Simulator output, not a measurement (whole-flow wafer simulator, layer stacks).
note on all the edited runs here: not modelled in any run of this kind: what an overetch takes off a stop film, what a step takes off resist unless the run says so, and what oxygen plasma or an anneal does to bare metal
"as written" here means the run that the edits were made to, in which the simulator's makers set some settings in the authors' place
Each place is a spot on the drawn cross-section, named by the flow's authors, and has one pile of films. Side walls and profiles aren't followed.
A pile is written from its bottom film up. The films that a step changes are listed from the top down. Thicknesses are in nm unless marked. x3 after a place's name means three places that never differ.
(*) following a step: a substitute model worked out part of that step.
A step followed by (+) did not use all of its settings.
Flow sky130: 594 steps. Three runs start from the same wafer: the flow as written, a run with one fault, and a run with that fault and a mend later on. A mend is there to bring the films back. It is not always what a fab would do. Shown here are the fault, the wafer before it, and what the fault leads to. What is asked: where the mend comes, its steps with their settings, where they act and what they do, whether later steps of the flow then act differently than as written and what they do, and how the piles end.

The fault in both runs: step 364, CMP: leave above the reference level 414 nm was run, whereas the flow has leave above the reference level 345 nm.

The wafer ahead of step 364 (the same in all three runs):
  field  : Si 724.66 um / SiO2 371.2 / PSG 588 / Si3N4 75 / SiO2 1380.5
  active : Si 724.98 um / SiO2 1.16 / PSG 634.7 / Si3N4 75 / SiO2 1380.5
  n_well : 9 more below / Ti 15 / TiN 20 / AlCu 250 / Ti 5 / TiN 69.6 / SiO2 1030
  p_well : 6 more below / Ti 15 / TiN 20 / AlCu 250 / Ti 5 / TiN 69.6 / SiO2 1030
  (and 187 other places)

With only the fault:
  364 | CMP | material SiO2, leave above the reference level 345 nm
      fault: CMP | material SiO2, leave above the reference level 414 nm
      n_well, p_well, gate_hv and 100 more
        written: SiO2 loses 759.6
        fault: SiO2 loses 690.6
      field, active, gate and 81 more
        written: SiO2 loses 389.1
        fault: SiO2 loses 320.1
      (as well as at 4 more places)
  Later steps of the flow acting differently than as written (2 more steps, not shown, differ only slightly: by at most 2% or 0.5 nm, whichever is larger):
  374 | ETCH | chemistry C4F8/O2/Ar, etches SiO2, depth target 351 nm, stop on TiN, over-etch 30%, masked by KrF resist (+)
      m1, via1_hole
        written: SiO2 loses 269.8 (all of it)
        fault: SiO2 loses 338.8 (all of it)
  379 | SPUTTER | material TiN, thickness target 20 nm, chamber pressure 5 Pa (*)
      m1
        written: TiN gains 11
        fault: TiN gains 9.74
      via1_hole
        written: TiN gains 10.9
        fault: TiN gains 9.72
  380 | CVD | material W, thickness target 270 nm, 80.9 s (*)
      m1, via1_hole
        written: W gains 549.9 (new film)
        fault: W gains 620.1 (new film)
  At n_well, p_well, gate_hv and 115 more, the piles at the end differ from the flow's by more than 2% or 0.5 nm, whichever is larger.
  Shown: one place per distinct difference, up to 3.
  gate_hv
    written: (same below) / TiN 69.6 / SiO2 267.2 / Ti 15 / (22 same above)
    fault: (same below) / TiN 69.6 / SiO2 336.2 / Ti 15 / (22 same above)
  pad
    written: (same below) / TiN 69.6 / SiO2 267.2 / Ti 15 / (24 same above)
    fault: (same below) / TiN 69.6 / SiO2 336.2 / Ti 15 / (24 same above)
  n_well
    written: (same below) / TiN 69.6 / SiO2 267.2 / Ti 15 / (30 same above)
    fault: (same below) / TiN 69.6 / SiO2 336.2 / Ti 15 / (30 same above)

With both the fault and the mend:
  The mend follows step 364.
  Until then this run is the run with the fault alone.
  364a | CMP | material SiO2, leave above the reference level 345 nm (the flow's step 364, run once more)
      field, active, n_well and 188 more
        SiO2 loses 69
  Every later step of the flow that is run acts as written at every place that is followed.
  The piles end the same as the flow's at every place that both follow.
